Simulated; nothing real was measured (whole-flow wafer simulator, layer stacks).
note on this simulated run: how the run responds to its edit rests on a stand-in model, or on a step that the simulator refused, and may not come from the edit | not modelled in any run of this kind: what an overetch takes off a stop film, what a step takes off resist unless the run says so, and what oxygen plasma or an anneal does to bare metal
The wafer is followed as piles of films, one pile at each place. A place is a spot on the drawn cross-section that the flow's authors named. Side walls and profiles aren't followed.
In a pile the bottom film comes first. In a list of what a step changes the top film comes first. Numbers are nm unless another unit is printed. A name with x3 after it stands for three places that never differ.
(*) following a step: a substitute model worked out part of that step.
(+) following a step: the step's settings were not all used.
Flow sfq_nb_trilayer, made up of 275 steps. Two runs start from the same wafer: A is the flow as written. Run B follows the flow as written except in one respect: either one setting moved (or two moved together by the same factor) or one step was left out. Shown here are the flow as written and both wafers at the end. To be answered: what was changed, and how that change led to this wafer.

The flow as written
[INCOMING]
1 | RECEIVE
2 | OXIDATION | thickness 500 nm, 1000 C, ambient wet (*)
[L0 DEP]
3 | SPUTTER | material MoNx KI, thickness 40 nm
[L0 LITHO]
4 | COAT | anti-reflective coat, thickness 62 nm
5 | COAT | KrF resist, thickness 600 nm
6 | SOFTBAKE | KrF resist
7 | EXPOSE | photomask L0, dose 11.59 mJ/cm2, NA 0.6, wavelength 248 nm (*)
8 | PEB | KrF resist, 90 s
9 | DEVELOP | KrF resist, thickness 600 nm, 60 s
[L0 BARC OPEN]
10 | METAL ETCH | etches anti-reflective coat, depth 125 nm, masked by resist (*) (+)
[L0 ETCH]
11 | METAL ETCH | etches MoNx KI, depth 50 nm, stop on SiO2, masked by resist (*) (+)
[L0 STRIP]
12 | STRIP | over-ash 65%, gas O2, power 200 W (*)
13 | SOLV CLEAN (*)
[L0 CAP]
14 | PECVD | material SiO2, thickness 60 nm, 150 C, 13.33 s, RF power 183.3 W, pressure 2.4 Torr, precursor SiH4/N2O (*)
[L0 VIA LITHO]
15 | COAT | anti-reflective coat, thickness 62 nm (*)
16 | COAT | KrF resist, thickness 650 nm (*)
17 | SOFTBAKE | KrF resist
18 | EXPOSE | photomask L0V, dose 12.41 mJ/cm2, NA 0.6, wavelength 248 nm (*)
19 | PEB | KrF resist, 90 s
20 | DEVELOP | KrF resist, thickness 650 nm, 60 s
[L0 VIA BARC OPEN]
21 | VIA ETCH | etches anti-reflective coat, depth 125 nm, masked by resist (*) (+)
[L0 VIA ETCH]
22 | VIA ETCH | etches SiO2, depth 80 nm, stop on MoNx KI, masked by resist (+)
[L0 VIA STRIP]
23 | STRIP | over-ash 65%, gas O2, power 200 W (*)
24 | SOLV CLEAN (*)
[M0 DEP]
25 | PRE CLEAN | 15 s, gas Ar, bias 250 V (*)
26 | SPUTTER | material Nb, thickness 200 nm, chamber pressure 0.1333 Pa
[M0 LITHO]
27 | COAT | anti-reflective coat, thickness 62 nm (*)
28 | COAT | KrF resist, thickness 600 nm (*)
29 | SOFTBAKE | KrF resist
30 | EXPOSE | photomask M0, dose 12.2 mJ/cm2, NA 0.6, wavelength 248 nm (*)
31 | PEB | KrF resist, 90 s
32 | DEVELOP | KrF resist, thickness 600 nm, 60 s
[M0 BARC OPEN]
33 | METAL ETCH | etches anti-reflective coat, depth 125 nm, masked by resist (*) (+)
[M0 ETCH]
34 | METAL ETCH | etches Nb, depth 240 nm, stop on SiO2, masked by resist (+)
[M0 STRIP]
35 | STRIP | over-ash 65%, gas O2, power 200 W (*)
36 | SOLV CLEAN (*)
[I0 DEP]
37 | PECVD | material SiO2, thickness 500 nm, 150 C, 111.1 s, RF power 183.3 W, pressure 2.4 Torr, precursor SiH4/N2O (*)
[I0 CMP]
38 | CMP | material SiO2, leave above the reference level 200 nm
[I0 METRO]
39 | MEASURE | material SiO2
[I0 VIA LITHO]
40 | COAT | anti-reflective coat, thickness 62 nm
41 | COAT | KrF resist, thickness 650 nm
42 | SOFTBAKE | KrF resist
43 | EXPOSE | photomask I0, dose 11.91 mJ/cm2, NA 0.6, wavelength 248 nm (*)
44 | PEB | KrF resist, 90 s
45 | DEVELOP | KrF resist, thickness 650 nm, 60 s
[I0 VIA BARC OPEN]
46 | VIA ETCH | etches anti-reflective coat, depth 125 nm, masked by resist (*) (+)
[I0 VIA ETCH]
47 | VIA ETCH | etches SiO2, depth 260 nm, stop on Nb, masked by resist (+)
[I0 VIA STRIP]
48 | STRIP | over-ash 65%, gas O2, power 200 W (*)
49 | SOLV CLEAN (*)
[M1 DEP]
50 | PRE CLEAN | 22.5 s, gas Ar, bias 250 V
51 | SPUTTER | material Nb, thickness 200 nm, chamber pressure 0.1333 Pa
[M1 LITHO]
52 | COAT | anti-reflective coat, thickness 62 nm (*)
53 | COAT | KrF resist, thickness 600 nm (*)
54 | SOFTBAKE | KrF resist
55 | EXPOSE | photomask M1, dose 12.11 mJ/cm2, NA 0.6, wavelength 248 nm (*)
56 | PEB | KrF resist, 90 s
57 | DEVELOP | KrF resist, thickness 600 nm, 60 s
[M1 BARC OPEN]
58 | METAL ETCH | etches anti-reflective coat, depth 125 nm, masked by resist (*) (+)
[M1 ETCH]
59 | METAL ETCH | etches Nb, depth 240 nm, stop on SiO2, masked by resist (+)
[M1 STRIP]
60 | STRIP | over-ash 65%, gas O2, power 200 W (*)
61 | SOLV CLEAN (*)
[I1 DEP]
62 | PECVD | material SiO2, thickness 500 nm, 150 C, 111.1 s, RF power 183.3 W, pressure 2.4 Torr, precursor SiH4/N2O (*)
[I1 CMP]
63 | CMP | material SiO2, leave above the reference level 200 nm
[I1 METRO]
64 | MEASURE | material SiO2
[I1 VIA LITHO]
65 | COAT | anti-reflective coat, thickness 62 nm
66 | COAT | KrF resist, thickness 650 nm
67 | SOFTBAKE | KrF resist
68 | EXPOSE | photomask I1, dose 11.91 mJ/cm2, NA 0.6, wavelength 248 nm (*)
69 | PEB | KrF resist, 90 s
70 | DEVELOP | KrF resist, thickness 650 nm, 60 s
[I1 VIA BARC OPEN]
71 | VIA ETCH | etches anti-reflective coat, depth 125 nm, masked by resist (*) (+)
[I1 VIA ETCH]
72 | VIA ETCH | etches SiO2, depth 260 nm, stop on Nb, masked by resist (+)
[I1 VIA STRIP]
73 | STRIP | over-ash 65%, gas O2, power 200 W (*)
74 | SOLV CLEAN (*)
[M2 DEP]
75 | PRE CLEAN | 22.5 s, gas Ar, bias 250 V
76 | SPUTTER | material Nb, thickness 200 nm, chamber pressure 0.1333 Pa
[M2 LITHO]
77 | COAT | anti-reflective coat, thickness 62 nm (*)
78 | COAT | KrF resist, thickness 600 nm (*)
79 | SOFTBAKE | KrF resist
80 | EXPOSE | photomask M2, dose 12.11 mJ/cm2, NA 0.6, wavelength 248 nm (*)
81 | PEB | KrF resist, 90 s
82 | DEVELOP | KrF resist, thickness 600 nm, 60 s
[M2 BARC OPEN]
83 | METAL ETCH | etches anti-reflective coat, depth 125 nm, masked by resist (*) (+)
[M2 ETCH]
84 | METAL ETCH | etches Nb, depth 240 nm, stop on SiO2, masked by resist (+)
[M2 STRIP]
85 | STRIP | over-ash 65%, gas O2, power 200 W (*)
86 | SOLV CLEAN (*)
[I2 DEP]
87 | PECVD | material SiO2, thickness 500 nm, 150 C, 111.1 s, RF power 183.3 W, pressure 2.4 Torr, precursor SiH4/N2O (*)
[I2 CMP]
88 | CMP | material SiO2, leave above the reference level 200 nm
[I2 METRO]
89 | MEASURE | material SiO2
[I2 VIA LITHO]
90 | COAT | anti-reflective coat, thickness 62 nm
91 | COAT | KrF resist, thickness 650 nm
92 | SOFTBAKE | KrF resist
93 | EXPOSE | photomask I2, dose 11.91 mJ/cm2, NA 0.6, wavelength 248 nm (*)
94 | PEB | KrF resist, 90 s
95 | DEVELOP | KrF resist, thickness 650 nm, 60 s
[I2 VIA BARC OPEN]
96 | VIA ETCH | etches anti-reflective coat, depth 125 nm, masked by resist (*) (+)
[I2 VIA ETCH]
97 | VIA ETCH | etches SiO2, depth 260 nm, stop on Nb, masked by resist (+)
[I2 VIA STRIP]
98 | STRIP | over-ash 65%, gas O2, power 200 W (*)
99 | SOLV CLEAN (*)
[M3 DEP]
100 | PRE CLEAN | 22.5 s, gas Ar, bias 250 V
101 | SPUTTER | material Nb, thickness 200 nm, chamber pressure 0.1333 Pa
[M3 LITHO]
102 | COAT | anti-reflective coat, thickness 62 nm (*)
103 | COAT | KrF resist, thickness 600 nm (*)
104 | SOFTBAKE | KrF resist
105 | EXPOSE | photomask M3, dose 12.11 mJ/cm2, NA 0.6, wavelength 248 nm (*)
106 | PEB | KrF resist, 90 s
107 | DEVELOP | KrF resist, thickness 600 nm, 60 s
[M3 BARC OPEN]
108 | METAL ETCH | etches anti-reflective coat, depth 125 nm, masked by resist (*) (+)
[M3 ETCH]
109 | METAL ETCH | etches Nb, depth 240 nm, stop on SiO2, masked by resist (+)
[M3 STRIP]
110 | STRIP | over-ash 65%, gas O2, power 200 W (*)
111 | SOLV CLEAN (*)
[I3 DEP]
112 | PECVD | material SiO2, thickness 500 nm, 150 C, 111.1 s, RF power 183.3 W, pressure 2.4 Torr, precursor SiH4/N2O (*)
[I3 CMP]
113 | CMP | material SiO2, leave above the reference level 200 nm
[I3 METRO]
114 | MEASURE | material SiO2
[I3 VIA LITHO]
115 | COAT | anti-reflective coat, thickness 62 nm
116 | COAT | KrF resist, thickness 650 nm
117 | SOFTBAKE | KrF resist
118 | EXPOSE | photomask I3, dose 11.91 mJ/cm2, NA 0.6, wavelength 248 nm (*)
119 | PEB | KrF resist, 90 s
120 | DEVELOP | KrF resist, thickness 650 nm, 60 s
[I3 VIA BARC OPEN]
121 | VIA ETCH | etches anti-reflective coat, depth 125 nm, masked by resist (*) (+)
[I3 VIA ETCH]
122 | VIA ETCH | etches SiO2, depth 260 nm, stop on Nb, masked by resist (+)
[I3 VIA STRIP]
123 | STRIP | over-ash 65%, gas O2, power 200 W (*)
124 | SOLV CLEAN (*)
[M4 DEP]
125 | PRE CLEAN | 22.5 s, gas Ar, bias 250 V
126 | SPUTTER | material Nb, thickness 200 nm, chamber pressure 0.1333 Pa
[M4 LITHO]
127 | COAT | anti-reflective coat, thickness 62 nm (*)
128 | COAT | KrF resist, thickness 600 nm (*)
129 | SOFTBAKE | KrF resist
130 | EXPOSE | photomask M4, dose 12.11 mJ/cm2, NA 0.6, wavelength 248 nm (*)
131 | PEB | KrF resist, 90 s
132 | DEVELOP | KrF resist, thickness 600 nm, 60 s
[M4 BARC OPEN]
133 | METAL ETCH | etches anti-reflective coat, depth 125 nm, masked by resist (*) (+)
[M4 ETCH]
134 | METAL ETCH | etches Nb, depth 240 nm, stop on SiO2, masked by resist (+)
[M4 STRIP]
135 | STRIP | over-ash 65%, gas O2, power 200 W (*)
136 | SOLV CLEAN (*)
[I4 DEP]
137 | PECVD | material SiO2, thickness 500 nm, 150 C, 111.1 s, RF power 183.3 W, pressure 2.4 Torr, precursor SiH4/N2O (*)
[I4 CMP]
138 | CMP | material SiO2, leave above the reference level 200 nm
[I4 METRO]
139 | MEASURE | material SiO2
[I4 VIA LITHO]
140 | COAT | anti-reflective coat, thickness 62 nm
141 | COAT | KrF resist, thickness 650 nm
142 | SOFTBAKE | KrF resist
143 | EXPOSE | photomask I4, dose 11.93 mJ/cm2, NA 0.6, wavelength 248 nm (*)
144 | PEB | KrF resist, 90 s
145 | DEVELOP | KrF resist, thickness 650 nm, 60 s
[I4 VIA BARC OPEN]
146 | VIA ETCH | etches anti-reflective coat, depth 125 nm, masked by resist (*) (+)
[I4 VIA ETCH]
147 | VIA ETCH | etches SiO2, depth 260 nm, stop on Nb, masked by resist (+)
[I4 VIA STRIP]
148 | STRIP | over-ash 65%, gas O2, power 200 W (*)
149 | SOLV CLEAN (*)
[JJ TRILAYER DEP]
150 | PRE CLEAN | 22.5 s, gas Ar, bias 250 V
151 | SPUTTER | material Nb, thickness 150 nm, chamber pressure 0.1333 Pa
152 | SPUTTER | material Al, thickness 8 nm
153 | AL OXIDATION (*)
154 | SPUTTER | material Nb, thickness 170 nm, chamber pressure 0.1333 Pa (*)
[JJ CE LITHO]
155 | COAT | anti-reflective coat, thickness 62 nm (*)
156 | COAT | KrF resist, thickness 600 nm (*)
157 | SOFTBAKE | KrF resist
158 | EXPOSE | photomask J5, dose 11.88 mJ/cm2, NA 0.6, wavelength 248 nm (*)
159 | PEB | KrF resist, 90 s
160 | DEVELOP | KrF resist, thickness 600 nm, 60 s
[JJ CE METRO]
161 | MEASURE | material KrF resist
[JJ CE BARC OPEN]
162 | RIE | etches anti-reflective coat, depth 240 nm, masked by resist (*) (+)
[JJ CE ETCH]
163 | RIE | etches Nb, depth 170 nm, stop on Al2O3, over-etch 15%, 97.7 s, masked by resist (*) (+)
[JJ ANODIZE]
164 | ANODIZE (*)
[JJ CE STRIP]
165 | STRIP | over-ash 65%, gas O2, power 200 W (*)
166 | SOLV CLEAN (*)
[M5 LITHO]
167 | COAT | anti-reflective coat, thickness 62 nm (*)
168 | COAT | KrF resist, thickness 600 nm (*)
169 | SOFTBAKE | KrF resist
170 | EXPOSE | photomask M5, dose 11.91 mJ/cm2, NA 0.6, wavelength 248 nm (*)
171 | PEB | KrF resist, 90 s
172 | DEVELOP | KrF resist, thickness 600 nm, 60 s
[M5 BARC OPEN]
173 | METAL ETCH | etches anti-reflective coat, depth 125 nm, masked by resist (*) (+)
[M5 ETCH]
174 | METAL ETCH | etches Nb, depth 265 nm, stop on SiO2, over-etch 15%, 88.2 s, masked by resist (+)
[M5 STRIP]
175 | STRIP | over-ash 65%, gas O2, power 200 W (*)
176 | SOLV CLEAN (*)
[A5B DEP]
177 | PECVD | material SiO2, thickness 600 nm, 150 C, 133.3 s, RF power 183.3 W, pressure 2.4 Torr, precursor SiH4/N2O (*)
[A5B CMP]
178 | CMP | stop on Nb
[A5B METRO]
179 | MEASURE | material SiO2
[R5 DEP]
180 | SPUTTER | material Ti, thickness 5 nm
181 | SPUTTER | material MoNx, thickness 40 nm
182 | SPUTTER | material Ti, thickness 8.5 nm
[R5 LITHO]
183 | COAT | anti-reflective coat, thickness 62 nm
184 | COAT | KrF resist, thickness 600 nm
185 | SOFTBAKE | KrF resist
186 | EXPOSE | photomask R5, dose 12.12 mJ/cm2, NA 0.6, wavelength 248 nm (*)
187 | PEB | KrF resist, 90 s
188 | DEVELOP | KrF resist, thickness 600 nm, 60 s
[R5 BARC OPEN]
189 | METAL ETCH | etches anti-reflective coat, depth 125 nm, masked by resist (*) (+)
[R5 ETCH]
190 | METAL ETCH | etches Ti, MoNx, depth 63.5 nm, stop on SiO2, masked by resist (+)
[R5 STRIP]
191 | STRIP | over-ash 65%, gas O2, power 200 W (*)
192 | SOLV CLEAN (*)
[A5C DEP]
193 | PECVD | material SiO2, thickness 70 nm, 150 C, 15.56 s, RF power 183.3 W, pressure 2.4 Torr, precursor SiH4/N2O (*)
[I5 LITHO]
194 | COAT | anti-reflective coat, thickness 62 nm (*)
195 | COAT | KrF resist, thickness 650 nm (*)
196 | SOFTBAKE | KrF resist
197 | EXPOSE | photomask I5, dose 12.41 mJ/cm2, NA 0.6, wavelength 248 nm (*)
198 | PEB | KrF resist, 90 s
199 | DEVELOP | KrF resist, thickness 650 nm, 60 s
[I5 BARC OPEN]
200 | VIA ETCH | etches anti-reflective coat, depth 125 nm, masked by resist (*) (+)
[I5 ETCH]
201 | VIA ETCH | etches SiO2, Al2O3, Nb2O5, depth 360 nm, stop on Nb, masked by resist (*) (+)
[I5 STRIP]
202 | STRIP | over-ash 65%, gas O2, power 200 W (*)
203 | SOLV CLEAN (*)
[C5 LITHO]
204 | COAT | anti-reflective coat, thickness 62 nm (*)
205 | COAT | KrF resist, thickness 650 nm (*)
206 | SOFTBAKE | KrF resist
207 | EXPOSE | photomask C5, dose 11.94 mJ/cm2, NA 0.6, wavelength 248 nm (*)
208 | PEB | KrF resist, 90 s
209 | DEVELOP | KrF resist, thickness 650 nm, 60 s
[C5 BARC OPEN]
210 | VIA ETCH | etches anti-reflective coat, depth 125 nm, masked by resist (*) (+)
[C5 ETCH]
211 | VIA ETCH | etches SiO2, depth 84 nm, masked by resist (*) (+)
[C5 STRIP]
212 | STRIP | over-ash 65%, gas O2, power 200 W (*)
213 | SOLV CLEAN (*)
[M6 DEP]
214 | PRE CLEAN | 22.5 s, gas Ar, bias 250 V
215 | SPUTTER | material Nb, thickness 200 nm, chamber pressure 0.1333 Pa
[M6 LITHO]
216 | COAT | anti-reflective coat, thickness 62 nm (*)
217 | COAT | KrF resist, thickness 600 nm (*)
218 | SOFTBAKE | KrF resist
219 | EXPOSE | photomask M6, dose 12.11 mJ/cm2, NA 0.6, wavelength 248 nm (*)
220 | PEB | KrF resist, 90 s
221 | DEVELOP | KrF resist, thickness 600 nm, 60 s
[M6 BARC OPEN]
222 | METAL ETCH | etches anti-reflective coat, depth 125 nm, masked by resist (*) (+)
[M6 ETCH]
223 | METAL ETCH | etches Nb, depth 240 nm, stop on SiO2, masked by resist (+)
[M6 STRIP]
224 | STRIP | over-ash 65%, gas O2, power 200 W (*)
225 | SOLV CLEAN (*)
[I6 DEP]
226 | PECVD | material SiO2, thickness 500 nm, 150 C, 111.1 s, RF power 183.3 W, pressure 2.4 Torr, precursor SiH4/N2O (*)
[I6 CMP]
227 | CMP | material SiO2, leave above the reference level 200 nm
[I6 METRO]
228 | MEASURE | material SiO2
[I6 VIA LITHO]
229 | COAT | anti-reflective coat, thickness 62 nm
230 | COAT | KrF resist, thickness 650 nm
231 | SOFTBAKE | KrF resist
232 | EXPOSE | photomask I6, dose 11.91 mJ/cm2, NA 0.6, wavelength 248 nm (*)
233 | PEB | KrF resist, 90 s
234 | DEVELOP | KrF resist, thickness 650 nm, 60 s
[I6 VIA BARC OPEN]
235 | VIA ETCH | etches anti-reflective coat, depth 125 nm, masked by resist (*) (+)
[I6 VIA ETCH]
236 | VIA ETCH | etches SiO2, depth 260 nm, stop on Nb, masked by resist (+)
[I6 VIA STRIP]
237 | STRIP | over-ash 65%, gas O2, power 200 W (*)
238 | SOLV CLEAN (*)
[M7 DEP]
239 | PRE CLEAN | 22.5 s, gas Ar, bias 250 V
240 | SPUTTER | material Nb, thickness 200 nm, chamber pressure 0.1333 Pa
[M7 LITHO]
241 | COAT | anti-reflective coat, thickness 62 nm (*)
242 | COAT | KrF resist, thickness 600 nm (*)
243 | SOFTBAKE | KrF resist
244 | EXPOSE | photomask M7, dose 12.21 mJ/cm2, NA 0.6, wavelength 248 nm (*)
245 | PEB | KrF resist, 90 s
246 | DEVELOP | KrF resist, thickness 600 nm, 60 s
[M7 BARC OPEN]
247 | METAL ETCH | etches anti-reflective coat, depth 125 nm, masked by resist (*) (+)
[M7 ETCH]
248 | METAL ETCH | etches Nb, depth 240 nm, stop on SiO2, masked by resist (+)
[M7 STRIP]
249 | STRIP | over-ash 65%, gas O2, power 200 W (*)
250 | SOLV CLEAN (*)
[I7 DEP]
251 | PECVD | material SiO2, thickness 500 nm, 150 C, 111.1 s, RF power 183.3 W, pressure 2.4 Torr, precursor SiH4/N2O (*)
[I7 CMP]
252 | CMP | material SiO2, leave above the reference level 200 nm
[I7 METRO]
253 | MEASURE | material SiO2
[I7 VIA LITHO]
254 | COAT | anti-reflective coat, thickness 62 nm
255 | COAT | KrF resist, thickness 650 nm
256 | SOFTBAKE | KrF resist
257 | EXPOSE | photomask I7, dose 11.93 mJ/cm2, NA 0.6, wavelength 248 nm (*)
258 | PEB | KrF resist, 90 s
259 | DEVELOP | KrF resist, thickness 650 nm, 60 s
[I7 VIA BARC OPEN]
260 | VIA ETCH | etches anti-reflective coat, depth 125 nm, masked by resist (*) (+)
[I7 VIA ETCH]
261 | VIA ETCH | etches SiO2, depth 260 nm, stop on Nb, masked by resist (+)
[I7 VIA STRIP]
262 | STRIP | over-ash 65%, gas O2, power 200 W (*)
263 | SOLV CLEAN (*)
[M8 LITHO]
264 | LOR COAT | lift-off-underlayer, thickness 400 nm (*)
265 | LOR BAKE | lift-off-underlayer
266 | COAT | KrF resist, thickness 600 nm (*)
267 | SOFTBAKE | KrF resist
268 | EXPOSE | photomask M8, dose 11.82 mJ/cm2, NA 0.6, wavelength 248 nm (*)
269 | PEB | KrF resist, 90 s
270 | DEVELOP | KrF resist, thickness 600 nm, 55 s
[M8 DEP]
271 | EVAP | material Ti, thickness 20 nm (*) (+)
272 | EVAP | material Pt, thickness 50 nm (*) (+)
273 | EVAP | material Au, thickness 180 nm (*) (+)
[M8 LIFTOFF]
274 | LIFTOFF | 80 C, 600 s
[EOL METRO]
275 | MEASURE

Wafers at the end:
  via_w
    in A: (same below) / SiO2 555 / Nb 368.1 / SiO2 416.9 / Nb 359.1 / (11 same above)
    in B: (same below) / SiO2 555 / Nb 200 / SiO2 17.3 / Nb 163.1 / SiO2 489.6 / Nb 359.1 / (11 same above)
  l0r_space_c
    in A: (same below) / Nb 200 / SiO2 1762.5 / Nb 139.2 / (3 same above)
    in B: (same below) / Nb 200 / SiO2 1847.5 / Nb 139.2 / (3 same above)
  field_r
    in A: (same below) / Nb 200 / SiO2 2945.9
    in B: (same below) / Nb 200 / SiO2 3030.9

The reason: step 38, CMP: leave above the reference level 285 nm was run, whereas the flow has leave above the reference level 200 nm.

How this came from the change, step by step:
  38 | CMP | material SiO2, leave above the reference level 200 nm
      v_sur, via_wl, via_w and 94 more: A -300 SiO2 | B -215 SiO2
      field_l, l0_sur, l0r_line_l, l0r_line_c, l0r_line_r: A -340 SiO2 | B -255 SiO2
      (also at 4 further places)
  47 | VIA ETCH | etches SiO2, depth 260 nm, stop on Nb, masked by resist (+)
      via_w: A -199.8 SiO2 (all of it) | B -260 SiO2
  50 | PRE CLEAN | 22.5 s, gas Ar, bias 250 V
      via_w: A -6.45 Nb | B -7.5 SiO2
  51 | SPUTTER | material Nb, thickness 200 nm, chamber pressure 0.1333 Pa
      via_w: A +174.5 Nb | B +163.1 Nb (new film)
  52 | COAT | anti-reflective coat, thickness 62 nm (*)
      via_w: A +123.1 anti-reflective coat (new film) | B +136.1 anti-reflective coat (new film)
      via_wr: A +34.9 anti-reflective coat (new film) | B +33.2 anti-reflective coat (new film)
  53 | COAT | KrF resist, thickness 600 nm (*)
      via_w: A +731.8 KrF resist (new film) | B +781.6 KrF resist (new film)
  60 | STRIP | over-ash 65%, gas O2, power 200 W (*)
      via_w: A -513.8 KrF resist (all of it), -123.1 anti-reflective coat (all of it) | B -563.6 KrF resist (all of it), -136.1 anti-reflective coat (all of it)
      via_wr: A -384.4 KrF resist (all of it), -34.9 anti-reflective coat (all of it) | B -378.6 KrF resist (all of it), -33.2 anti-reflective coat (all of it)
  62 | PECVD | material SiO2, thickness 500 nm, 150 C, 111.1 s, RF power 183.3 W, pressure 2.4 Torr, precursor SiH4/N2O (*)
      via_w: A +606 SiO2 (new film) | B +678.7 SiO2 (new film)
If metal films that touch count as one body, via_w has 6 bodies (between them, from the top down: SiO2 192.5; SiO2 427.3 / Al2O3 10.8 / Nb2O5 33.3; SiO2 425.9; SiO2 489.6; SiO2 17.3); the flow as written gives 5 bodies (between them, from the top down: SiO2 192.5; SiO2 427.3 / Al2O3 10.8 / Nb2O5 33.3; SiO2 425.9; SiO2 416.9).
